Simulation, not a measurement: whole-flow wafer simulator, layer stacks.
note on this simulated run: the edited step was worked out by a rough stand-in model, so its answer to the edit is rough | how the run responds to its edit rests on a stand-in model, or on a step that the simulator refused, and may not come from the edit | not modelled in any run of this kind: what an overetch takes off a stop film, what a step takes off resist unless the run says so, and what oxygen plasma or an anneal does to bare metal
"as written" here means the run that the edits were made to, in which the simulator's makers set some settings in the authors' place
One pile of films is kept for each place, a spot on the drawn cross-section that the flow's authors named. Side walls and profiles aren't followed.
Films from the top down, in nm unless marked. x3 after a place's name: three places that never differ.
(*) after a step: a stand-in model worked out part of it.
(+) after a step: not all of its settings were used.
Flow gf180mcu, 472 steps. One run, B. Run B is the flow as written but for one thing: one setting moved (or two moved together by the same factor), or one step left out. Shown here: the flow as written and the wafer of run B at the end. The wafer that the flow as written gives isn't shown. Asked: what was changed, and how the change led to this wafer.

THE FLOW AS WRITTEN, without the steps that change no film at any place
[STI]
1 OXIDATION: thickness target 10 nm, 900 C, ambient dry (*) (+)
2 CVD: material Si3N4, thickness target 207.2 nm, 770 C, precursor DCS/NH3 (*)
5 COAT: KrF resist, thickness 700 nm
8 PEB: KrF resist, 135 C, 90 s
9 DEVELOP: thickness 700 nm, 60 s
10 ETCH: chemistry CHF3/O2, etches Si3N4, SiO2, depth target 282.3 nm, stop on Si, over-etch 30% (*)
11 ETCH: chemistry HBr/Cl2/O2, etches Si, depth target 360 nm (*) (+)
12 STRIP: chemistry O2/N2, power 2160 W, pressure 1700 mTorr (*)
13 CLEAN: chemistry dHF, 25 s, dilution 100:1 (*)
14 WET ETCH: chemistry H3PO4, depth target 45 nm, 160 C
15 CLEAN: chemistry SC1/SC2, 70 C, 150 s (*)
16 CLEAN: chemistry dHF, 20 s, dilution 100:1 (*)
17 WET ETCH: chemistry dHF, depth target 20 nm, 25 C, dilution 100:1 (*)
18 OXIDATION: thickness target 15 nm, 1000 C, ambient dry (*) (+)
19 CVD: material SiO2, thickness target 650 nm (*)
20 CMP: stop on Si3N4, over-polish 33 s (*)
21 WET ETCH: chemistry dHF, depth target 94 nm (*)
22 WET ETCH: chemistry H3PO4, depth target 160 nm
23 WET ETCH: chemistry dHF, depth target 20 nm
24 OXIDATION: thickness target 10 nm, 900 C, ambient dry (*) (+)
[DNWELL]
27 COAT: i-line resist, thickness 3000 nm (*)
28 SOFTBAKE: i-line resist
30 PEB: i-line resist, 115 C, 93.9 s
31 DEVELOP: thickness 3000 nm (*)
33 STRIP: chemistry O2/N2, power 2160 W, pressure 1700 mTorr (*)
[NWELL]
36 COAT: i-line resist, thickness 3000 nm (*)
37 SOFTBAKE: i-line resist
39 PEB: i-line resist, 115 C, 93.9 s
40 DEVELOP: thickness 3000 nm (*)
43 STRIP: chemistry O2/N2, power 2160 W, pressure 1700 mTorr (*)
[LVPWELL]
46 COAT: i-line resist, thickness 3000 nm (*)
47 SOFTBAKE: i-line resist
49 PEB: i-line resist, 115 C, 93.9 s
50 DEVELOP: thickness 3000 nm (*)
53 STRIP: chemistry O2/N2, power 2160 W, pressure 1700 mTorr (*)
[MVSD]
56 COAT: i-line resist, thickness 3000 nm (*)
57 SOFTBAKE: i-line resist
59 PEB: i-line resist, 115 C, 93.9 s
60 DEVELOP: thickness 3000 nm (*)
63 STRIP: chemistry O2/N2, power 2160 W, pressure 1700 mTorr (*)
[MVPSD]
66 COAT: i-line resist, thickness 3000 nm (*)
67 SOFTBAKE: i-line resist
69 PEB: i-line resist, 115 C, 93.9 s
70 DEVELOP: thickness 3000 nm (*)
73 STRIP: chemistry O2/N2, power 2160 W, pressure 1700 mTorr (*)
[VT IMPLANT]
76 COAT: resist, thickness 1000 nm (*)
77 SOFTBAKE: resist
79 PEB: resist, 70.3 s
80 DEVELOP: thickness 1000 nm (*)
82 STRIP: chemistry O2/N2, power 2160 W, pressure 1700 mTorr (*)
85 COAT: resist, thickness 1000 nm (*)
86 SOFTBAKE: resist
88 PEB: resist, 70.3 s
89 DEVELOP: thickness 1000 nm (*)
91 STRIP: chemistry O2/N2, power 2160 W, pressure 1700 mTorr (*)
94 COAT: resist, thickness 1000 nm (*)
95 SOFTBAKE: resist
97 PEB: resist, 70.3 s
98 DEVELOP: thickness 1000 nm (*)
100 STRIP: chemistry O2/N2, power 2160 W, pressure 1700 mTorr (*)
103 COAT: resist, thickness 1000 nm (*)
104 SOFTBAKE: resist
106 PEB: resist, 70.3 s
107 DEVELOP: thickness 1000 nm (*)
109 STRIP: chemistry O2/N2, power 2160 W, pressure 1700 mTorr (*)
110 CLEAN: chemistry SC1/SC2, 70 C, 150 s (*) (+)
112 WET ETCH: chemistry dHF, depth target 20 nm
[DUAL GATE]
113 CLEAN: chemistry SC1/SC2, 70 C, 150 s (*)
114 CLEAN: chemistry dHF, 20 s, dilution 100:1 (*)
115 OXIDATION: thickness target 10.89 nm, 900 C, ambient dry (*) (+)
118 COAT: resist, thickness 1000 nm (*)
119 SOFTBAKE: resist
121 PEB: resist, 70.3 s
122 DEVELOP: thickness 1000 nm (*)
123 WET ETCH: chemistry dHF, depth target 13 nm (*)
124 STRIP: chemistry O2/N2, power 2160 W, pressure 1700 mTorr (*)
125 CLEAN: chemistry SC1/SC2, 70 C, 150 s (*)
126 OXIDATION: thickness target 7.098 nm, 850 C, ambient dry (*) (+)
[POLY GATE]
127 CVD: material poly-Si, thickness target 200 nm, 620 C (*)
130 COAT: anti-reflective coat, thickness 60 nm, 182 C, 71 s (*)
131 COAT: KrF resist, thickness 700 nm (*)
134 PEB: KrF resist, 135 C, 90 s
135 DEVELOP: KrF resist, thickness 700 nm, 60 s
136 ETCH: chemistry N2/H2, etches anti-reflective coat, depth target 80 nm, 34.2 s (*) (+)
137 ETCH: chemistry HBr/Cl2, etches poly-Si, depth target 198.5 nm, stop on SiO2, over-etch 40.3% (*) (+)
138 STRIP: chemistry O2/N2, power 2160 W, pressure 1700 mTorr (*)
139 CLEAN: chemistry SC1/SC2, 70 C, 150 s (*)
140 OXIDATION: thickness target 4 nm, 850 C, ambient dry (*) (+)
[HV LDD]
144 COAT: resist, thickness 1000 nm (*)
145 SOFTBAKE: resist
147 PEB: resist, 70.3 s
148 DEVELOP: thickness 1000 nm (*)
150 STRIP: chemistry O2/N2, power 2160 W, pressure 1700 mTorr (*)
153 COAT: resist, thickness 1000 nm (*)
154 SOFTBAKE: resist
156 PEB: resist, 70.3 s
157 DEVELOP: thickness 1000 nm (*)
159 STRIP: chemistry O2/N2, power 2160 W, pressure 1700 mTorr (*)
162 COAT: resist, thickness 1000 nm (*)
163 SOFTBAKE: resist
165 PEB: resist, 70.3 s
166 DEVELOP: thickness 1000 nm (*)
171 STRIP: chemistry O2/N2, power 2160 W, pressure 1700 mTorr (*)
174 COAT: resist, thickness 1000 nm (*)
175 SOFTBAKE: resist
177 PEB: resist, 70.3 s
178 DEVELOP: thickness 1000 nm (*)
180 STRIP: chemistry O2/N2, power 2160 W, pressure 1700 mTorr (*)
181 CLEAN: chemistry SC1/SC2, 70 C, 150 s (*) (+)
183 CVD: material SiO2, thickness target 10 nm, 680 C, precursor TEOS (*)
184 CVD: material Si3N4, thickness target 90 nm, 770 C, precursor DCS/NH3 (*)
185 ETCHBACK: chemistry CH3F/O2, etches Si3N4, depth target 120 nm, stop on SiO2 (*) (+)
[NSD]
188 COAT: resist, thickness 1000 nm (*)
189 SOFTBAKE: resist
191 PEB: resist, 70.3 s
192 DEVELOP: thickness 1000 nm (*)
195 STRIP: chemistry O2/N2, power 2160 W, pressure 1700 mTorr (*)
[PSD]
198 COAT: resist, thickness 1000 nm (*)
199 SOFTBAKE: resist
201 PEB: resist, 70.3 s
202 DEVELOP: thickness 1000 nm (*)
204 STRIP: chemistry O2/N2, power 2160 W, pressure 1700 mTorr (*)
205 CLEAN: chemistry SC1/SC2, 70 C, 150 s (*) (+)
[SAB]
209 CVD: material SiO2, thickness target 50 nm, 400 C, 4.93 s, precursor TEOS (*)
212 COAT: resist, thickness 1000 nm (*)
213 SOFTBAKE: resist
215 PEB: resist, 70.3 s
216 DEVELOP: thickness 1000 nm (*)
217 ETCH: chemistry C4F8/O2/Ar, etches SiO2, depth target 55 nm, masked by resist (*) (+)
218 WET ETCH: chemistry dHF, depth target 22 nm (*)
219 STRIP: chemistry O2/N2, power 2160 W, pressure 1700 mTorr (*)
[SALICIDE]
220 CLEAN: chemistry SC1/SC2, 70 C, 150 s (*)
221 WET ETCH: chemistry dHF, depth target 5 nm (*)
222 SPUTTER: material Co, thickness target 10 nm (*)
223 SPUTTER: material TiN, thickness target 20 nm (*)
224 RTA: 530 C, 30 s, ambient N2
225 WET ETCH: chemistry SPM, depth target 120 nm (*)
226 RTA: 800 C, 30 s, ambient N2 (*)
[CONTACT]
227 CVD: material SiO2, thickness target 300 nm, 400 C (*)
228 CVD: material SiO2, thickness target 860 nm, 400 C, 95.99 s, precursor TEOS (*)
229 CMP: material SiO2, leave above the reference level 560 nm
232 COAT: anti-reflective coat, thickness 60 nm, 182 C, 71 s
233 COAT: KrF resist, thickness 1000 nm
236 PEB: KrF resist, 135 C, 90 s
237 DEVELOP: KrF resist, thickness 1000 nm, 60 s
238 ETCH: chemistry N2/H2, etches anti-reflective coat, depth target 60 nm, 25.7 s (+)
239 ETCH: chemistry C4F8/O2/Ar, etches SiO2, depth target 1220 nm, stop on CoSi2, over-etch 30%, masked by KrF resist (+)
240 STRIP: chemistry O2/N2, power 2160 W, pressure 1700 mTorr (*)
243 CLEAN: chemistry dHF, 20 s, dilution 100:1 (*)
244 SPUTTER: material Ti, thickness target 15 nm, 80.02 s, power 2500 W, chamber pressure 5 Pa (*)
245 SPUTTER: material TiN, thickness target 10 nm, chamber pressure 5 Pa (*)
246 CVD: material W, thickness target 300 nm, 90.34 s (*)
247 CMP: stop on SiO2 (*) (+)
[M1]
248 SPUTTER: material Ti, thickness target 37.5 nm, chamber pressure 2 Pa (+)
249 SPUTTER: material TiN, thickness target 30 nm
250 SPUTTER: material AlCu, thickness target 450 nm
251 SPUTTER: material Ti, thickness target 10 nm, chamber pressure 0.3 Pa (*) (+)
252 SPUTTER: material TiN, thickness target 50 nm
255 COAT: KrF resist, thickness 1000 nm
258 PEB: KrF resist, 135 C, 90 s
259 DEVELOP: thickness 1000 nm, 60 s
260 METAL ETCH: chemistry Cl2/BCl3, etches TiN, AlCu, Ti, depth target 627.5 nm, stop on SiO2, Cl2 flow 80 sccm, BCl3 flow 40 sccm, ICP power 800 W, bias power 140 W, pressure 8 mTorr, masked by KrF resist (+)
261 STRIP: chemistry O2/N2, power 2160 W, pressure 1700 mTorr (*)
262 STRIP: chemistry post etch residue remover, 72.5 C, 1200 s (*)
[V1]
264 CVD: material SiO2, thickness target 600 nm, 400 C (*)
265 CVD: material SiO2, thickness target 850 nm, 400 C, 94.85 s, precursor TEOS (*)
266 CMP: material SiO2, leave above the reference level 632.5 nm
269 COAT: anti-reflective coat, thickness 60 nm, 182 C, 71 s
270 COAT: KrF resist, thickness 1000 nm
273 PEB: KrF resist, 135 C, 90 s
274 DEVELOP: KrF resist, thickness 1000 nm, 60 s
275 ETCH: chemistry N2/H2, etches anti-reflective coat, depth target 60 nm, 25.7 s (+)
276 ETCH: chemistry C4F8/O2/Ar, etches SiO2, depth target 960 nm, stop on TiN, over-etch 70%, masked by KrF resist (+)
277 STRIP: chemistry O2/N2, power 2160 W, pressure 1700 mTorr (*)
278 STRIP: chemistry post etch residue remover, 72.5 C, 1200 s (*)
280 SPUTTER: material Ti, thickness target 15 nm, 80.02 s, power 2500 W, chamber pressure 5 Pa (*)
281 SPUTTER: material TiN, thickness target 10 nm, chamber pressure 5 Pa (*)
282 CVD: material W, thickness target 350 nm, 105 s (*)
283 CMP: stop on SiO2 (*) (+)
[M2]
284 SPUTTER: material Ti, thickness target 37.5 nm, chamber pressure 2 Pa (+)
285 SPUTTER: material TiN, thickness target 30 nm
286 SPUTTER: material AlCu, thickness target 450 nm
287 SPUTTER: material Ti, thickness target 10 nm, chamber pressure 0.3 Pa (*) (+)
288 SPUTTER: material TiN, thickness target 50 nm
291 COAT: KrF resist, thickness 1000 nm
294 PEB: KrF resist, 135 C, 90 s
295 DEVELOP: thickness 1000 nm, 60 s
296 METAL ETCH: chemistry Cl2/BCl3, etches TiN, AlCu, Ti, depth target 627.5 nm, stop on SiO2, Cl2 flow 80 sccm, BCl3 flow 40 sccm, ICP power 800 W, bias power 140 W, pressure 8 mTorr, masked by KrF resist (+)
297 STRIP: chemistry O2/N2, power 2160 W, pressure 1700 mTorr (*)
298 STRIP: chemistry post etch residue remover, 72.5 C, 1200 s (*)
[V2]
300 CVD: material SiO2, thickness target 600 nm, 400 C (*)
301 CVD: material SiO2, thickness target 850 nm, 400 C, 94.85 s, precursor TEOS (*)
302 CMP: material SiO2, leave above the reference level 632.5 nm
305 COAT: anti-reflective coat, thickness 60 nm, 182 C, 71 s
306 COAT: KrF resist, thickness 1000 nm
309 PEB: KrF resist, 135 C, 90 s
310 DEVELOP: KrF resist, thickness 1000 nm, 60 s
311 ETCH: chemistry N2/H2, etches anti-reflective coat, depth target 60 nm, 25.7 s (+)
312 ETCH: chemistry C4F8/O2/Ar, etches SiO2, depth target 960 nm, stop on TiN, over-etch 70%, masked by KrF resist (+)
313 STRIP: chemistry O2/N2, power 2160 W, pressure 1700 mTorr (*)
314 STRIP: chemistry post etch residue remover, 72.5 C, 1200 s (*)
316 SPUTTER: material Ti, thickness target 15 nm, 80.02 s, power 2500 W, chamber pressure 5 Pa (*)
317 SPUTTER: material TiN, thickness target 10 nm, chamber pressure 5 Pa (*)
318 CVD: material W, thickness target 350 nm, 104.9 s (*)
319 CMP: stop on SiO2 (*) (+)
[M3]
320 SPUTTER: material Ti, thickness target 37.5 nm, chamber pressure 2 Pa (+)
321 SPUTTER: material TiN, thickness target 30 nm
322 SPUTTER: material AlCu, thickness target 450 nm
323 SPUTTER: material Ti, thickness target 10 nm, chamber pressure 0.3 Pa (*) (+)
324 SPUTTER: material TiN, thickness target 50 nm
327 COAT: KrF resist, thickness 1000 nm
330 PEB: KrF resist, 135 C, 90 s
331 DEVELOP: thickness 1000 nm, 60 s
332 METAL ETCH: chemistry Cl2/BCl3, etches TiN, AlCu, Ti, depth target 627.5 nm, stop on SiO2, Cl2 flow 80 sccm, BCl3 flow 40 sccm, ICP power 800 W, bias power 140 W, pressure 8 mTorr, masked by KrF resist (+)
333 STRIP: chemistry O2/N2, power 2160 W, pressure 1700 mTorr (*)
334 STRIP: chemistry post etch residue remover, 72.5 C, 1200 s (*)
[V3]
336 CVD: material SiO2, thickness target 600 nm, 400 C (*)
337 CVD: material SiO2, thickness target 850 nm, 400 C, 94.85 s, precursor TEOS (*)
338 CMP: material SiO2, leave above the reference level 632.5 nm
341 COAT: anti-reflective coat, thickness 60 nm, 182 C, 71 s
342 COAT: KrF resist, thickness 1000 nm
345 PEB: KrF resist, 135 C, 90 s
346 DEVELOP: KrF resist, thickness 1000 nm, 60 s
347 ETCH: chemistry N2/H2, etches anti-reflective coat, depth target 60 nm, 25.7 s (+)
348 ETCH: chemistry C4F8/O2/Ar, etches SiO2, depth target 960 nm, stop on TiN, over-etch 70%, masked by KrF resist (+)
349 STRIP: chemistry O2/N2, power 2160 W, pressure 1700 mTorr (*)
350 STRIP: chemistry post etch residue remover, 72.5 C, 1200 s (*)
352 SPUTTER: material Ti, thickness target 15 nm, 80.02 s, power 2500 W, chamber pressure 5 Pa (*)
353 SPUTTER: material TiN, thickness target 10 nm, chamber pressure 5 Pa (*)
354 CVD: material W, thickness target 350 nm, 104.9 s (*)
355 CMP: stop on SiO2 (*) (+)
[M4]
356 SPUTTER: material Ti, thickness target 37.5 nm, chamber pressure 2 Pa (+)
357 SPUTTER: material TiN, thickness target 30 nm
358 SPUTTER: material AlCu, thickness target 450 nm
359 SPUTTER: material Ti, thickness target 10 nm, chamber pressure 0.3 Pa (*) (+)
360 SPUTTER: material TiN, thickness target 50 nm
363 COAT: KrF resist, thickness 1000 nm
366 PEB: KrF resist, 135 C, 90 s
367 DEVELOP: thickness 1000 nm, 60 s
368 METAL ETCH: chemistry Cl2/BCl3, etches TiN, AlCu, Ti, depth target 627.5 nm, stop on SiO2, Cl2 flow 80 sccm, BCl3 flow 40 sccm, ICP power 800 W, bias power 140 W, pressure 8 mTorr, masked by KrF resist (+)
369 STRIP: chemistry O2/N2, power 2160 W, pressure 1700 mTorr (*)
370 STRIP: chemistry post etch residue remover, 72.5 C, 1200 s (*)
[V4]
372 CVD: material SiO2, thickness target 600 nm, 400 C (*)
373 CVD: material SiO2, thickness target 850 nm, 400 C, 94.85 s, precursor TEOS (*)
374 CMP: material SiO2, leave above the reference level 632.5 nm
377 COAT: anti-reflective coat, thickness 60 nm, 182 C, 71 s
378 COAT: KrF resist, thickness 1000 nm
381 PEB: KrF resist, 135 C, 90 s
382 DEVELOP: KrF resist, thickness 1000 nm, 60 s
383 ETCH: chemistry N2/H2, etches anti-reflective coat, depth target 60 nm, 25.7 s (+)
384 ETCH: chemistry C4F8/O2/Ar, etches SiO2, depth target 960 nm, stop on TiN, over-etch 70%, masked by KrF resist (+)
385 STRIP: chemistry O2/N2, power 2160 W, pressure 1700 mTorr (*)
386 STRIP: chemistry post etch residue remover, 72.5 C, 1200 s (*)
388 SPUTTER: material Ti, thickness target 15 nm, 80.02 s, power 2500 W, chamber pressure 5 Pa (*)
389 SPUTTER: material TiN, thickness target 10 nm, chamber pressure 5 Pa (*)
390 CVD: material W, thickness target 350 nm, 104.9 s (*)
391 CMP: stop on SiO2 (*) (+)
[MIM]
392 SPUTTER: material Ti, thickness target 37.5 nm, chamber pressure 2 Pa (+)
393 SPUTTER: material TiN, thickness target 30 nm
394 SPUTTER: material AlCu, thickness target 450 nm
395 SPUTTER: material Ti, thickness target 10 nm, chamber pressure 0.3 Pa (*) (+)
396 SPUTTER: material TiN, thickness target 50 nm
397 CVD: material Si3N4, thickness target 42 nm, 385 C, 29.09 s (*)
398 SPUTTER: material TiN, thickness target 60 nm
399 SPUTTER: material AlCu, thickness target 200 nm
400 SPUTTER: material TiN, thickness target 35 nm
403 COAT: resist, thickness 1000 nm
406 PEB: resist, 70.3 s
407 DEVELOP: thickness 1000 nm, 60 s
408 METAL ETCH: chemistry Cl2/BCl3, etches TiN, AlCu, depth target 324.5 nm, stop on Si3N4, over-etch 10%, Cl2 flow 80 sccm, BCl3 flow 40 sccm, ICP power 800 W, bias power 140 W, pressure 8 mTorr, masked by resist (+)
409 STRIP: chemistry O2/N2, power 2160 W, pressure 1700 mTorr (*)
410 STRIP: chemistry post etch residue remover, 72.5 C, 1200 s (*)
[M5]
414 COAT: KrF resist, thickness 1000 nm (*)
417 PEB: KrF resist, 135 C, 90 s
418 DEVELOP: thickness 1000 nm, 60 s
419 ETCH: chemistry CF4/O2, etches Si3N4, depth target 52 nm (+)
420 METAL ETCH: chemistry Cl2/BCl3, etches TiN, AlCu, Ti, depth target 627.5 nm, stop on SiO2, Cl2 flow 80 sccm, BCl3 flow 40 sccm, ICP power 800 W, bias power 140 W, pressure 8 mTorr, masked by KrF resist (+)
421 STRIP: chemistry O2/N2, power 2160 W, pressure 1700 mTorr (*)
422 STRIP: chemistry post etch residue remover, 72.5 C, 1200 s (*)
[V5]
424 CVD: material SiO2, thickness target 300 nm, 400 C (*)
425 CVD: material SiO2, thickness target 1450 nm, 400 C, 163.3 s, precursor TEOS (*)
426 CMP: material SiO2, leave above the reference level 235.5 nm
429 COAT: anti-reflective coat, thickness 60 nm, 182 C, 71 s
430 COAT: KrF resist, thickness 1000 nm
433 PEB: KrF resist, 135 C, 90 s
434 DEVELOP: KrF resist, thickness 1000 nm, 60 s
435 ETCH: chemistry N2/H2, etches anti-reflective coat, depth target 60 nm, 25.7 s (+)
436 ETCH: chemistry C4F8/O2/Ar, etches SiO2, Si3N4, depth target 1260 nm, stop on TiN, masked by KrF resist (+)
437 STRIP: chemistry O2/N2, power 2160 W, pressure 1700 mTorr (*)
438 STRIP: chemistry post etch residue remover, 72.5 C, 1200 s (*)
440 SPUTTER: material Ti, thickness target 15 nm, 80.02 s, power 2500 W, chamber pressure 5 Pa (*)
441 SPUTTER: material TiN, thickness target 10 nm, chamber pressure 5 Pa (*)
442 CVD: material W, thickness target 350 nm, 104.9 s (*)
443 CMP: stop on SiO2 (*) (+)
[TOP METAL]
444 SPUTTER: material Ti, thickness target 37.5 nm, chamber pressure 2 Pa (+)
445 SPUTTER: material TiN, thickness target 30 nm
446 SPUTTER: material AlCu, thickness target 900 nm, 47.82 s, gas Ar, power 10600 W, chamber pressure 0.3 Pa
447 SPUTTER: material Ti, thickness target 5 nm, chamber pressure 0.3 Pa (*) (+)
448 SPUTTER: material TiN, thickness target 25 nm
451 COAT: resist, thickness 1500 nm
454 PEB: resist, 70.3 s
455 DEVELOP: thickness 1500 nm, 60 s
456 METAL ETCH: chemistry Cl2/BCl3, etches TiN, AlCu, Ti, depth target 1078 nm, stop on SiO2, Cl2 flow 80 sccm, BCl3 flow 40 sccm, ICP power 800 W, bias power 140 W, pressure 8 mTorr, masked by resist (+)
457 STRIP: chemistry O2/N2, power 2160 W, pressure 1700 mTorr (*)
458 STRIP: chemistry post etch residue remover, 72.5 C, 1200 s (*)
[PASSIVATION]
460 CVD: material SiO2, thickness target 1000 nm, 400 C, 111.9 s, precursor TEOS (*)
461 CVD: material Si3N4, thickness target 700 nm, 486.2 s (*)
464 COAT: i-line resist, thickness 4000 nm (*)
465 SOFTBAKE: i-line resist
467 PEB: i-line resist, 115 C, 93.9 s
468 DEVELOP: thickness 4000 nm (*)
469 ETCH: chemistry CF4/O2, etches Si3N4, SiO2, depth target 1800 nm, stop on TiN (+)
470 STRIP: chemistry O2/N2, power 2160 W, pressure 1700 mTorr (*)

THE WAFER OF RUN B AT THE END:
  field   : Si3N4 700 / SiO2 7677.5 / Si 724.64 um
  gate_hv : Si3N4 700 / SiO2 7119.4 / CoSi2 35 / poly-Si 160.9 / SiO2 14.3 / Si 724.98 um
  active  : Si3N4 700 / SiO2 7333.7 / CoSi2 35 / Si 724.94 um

The cause: step 460, CVD: thickness target 440 nm was run, where the flow has thickness target 1000 nm; step 460, CVD: 49.26 s was run, where the flow has 111.9 s.

How the change led to this, step by step:
  460 CVD: material SiO2, thickness target 1000 nm, 400 C, 111.9 s, precursor TEOS (*)
      field, field__w1, field__w2 and 103 more: SiO2 +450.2 (as written it would be: SiO2 +1000)
      field__w8, contact, m1, m1__w1, pad, m1_nw: SiO2 +450.2 (new film) (as written it would be: SiO2 +1000 (new film))
  465 SOFTBAKE: i-line resist
      gate: i-line resist -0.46 (as written it would be: i-line resist +1.79)
      ld_acc_p, ld_fp_p, ld_drift_p: i-line resist +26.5 (as written it would be: i-line resist +33.8)
      (and at 57 more places)
  469 ETCH: chemistry CF4/O2, etches Si3N4, SiO2, depth target 1800 nm, stop on TiN (+)
      field, field__w1, field__w2 and 108 more: i-line resist -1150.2 (as written it would be: i-line resist -1200)
      pad: Si3N4 -700 (all of it), SiO2 -450.2 (all of it) (as written it would be: Si3N4 -700 (all of it), SiO2 -1000 (all of it))
  470 STRIP: chemistry O2/N2, power 2160 W, pressure 1700 mTorr (*)
      field__w8, m1__w1: i-line resist -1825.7 (all of it) (as written it would be: i-line resist -1775.9 (all of it))
      contact: i-line resist -1838.2 (all of it) (as written it would be: i-line resist -1798.3 (all of it))
      (and at 2 more places)
